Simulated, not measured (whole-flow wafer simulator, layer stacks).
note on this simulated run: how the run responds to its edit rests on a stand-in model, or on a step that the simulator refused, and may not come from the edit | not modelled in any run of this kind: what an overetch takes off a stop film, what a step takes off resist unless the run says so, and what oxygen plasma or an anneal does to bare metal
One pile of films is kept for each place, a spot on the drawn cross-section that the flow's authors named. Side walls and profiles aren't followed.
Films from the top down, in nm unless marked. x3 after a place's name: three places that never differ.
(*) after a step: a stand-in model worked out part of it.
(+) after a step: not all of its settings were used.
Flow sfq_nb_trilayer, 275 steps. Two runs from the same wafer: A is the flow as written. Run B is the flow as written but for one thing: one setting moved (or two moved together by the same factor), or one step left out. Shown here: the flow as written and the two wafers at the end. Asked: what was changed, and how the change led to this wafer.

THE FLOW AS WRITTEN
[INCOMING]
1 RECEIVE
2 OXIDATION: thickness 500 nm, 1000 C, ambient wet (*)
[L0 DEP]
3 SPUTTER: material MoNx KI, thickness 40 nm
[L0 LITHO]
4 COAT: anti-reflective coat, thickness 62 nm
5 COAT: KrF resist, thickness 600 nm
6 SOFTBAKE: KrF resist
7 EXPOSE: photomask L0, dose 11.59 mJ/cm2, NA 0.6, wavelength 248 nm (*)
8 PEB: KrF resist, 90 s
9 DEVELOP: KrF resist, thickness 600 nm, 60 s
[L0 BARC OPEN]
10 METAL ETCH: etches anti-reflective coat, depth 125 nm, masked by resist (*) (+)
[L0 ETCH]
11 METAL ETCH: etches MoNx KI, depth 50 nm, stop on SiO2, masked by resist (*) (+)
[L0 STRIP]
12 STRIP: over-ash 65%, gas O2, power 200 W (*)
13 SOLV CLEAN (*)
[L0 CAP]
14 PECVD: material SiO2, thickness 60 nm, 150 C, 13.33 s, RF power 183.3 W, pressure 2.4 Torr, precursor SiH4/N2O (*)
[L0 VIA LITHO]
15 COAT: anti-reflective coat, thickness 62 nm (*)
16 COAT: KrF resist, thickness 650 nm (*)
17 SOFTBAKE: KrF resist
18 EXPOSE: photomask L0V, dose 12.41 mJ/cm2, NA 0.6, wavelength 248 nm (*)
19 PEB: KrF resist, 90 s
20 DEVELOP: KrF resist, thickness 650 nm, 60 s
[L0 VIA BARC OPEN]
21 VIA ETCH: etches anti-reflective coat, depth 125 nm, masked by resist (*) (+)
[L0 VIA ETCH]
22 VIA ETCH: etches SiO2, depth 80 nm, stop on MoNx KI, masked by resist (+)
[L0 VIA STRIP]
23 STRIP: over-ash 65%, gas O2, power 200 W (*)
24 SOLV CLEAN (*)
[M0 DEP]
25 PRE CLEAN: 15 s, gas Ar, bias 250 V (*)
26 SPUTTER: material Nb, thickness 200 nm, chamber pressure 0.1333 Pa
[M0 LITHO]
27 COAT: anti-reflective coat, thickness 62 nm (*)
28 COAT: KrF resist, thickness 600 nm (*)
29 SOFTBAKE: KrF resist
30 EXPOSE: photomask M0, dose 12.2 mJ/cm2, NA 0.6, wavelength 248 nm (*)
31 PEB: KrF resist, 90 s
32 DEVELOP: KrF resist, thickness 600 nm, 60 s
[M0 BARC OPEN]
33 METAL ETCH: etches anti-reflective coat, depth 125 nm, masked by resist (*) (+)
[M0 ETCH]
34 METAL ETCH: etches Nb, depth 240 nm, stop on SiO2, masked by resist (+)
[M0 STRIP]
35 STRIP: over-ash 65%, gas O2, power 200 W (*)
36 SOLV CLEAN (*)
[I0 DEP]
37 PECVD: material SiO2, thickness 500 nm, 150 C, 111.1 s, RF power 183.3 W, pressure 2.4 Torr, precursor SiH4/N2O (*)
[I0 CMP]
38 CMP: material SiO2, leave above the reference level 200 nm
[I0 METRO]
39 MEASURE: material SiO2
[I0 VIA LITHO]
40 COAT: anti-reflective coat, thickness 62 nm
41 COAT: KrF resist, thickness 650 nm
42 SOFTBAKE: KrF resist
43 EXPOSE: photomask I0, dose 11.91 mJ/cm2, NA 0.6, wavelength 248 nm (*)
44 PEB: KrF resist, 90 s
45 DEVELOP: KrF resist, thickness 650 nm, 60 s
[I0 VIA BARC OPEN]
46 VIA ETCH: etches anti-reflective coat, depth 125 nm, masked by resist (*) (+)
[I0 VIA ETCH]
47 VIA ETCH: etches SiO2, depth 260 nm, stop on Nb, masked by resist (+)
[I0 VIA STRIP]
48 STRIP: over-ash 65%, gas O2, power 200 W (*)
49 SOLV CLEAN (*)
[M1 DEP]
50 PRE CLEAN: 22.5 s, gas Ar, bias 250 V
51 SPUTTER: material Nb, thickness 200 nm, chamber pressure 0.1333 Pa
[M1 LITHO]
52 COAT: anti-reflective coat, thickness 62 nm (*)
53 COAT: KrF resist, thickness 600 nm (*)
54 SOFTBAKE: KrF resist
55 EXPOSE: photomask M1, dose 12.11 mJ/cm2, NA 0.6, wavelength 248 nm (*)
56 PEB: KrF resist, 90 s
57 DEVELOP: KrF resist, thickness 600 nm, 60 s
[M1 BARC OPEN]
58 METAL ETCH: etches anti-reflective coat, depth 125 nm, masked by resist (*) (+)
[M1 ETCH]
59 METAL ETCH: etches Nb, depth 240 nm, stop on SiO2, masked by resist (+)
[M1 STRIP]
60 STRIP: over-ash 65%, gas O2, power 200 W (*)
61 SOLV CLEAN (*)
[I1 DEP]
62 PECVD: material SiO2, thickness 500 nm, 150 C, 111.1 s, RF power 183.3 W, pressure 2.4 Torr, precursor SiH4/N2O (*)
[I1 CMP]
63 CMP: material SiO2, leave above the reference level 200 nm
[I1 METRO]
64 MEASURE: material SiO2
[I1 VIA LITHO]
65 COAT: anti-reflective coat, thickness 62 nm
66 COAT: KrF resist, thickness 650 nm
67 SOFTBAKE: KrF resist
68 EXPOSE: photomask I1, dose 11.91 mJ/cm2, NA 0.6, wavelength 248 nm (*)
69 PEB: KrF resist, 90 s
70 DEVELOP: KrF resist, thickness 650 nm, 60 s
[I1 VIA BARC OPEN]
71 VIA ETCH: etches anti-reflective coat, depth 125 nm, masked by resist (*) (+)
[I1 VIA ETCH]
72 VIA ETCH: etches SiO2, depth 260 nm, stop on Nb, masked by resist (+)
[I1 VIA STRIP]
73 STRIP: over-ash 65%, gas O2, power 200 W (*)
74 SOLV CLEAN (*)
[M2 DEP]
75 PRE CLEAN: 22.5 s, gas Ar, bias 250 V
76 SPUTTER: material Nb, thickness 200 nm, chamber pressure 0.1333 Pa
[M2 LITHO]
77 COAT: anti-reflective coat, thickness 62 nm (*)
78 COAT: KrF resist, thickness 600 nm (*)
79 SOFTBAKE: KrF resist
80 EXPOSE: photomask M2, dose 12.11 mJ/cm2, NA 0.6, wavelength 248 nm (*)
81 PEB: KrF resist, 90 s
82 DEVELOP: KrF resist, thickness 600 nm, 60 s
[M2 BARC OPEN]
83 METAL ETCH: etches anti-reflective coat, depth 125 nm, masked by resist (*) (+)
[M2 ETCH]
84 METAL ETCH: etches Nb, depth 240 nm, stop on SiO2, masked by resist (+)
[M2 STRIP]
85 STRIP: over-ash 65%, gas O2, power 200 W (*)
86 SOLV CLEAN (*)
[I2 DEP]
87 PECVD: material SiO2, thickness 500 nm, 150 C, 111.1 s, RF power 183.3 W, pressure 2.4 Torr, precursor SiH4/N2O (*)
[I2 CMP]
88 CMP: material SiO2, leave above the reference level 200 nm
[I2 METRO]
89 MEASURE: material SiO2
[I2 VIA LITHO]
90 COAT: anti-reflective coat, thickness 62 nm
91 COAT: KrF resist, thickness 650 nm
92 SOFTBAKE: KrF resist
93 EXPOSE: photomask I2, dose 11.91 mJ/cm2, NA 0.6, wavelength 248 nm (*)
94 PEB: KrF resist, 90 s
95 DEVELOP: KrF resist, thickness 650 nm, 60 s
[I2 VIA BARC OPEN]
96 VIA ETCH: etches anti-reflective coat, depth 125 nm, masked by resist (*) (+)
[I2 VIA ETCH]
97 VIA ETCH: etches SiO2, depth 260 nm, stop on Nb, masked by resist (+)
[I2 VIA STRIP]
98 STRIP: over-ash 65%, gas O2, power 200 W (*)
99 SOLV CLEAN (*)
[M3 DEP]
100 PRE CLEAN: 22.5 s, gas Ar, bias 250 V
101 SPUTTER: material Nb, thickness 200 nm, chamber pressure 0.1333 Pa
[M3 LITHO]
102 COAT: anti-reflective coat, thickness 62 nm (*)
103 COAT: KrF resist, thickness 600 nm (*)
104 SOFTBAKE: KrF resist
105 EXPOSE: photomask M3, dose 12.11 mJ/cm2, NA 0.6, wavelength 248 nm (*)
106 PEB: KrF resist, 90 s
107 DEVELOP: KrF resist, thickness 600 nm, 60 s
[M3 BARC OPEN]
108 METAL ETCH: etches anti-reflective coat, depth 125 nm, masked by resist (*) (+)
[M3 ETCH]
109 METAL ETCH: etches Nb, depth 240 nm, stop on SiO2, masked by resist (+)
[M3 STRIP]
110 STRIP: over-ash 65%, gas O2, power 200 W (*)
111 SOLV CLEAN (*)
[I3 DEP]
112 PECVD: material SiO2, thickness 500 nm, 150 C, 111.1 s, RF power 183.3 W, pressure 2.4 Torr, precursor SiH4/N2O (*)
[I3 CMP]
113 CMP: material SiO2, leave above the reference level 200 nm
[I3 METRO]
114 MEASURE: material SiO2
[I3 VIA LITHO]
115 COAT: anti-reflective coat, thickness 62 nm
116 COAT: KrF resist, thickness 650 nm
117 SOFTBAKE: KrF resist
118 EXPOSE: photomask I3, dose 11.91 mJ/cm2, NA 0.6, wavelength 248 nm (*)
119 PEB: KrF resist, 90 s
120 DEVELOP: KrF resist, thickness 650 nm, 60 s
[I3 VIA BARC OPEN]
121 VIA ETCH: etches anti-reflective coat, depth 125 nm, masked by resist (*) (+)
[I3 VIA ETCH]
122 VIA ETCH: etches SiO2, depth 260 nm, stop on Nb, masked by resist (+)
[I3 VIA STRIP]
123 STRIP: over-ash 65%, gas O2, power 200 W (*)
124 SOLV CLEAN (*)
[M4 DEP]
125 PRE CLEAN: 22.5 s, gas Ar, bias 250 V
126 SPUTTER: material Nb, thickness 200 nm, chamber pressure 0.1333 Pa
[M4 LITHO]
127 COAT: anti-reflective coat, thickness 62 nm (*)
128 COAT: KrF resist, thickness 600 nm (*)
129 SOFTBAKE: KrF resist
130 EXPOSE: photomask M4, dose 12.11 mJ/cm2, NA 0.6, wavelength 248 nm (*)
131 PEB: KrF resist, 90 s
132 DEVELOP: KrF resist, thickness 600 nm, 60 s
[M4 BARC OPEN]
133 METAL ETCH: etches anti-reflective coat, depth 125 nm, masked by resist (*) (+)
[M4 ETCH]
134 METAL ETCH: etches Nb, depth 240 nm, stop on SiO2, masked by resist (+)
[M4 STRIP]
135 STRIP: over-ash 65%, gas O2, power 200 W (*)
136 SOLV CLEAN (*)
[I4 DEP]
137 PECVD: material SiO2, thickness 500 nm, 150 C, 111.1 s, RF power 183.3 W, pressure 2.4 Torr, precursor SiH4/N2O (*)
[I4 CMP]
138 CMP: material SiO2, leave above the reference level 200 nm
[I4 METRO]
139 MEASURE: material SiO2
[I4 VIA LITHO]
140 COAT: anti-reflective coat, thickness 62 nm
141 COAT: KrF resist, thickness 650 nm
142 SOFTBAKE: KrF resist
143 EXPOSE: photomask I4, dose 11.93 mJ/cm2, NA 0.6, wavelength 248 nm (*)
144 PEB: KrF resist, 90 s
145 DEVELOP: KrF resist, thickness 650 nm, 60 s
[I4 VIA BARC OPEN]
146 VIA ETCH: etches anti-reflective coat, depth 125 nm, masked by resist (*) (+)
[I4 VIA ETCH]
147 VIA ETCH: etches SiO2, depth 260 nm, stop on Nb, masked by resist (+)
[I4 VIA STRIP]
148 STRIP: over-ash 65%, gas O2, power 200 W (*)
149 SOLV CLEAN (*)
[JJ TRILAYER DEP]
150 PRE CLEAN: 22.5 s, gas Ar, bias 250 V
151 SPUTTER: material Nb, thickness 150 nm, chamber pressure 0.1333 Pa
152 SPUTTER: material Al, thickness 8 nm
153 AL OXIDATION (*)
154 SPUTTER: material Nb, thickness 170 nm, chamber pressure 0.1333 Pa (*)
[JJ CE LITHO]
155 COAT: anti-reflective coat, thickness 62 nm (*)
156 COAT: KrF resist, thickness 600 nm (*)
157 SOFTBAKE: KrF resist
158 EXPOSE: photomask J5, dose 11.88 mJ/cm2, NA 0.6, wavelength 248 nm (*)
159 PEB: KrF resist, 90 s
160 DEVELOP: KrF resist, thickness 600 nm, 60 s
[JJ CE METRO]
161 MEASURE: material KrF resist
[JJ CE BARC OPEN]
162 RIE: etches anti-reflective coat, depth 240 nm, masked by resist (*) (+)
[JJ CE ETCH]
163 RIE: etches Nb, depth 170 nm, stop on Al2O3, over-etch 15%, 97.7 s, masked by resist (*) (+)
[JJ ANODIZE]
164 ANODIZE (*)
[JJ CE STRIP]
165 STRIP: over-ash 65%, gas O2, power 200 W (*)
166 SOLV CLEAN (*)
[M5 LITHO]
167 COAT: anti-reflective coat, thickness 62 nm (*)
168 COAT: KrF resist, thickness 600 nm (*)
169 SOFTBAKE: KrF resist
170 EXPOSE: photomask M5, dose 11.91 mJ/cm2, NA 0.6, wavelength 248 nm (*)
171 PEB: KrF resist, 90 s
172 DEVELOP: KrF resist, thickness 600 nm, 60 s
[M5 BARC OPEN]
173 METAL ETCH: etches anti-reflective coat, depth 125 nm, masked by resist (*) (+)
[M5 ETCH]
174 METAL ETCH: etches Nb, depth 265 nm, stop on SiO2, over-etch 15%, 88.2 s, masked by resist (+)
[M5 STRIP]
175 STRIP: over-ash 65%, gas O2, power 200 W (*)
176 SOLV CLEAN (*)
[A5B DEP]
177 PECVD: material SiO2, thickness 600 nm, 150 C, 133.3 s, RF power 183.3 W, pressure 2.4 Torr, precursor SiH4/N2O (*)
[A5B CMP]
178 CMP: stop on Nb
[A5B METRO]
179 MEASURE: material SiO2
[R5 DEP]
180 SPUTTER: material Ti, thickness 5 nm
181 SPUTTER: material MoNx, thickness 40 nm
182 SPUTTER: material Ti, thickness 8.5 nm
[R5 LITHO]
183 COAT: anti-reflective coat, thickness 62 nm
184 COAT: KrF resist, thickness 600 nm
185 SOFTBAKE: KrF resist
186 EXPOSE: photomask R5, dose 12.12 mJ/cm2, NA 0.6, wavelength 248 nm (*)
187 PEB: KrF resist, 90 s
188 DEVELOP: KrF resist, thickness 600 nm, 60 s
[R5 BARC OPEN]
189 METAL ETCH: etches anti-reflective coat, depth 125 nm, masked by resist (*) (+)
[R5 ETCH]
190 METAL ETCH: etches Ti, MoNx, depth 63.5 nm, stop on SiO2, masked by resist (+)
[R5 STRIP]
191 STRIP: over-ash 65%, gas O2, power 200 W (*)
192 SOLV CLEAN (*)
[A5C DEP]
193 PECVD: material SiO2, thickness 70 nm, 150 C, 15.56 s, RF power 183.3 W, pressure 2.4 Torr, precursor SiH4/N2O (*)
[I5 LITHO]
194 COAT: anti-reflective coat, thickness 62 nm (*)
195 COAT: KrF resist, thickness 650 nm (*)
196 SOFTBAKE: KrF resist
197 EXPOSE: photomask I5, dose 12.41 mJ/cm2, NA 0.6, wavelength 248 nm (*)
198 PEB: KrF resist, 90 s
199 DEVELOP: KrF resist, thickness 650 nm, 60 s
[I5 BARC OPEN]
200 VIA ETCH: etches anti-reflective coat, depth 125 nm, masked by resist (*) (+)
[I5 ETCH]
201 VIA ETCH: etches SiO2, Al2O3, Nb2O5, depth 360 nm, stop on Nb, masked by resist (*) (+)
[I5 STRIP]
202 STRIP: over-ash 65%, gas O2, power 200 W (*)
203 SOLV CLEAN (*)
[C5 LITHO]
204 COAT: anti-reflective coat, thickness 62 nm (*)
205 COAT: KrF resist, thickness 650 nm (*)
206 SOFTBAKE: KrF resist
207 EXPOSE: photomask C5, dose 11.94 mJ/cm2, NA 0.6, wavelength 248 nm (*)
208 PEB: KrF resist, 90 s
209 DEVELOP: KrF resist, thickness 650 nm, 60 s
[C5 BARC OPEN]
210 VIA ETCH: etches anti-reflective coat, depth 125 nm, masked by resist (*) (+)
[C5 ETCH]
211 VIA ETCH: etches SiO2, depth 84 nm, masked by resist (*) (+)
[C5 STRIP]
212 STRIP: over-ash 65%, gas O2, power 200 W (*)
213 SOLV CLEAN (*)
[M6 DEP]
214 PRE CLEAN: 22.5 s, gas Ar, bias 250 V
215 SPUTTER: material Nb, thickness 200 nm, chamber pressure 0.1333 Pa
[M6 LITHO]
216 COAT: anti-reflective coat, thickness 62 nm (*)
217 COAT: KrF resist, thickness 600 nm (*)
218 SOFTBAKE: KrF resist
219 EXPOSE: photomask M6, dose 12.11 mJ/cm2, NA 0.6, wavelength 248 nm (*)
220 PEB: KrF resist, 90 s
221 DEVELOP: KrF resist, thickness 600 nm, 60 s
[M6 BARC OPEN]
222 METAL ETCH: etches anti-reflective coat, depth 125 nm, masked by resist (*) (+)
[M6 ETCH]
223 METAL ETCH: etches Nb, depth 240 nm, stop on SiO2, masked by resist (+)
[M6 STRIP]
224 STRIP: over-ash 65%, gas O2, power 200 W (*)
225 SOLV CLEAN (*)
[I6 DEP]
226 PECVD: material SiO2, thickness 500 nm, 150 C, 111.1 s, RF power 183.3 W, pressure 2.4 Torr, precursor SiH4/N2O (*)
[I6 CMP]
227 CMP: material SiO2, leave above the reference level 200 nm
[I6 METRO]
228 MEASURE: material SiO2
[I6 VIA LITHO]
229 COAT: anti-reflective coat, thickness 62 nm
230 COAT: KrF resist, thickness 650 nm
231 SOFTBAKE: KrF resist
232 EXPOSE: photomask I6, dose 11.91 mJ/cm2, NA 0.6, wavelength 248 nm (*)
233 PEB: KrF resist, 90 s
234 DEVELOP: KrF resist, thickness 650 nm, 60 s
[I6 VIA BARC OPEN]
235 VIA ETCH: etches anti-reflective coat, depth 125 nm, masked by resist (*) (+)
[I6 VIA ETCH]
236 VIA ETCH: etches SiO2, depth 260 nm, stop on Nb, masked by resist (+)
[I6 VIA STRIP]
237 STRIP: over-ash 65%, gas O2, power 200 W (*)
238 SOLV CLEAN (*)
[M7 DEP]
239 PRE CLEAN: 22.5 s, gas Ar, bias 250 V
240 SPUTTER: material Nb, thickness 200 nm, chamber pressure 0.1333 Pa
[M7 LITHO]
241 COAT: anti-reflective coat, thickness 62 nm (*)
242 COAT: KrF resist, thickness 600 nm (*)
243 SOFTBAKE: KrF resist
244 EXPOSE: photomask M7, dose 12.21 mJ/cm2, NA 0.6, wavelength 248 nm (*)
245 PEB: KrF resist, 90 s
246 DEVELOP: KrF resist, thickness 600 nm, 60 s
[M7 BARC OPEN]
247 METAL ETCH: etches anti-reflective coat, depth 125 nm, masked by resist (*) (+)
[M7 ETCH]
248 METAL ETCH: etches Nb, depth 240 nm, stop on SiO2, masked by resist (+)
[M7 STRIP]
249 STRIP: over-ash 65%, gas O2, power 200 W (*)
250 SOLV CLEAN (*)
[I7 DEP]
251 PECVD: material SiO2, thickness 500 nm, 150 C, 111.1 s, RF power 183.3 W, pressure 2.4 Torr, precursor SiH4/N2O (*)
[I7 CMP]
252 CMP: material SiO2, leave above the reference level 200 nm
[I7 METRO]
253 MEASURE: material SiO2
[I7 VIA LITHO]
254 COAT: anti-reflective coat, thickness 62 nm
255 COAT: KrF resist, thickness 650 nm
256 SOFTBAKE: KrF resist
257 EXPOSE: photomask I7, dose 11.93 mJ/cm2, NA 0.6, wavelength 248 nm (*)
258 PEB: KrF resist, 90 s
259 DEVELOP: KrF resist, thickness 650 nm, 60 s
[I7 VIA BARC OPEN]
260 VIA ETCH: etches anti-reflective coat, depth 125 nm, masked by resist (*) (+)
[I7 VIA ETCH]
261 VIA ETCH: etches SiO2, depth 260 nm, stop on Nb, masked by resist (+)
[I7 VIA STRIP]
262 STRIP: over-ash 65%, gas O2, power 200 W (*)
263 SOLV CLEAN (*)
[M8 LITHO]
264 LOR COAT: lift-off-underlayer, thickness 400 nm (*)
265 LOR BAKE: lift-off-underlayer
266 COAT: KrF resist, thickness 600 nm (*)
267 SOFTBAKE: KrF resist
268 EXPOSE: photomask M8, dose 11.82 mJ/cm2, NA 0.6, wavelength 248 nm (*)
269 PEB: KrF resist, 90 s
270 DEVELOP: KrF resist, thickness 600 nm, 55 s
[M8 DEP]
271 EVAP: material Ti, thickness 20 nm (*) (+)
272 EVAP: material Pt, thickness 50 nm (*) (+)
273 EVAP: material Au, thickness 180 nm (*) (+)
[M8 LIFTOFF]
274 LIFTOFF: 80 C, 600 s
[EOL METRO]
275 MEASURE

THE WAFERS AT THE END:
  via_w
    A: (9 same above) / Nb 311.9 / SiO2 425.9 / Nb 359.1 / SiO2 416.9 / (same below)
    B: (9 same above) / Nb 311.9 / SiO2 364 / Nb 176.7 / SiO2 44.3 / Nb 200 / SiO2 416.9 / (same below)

The cause: step 97, VIA ETCH: depth 148 nm was run, where the flow has depth 260 nm.

How the change led to this, step by step:
  97 VIA ETCH: etches SiO2, depth 260 nm, stop on Nb, masked by resist (+)
      via_w: A SiO2 -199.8 (all of it) | B SiO2 -148
      field_l, v_sur, via_wl and 102 more: A KrF resist -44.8 | B KrF resist -25.5
  98 STRIP: over-ash 65%, gas O2, power 200 W (*)
      field_l, v_sur, via_wl and 102 more: A KrF resist -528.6 (all of it), anti-reflective coat -62 (all of it) | B KrF resist -547.9 (all of it), anti-reflective coat -62 (all of it)
  100 PRE CLEAN: 22.5 s, gas Ar, bias 250 V
      via_w: A Nb -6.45 | B SiO2 -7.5
  101 SPUTTER: material Nb, thickness 200 nm, chamber pressure 0.1333 Pa
      via_w: A Nb +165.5 | B Nb +176.7 (new film)
  102 COAT: anti-reflective coat, thickness 62 nm (*)
      via_w: A anti-reflective coat +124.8 (new film) | B anti-reflective coat +112.4 (new film)
  103 COAT: KrF resist, thickness 600 nm (*)
      via_w: A KrF resist +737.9 (new film) | B KrF resist +696.2 (new film)
  110 STRIP: over-ash 65%, gas O2, power 200 W (*)
      via_w: A KrF resist -520 (all of it), anti-reflective coat -124.8 (all of it) | B KrF resist -478.3 (all of it), anti-reflective coat -112.4 (all of it)
  112 PECVD: material SiO2, thickness 500 nm, 150 C, 111.1 s, RF power 183.3 W, pressure 2.4 Torr, precursor SiH4/N2O (*)
      via_w: A SiO2 +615 (new film) | B SiO2 +528.5 (new film)
  113 CMP: material SiO2, leave above the reference level 200 nm
      via_w: A SiO2 -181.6 | B SiO2 -157.1
Counting metal films that touch as one body, via_w has 6 bodies (between them, from the top down: SiO2 192.5; SiO2 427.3 / Al2O3 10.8 / Nb2O5 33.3; SiO2 364; SiO2 44.3; SiO2 416.9); the flow as written gives 5 bodies (between them, from the top down: SiO2 192.5; SiO2 427.3 / Al2O3 10.8 / Nb2O5 33.3; SiO2 425.9; SiO2 416.9).
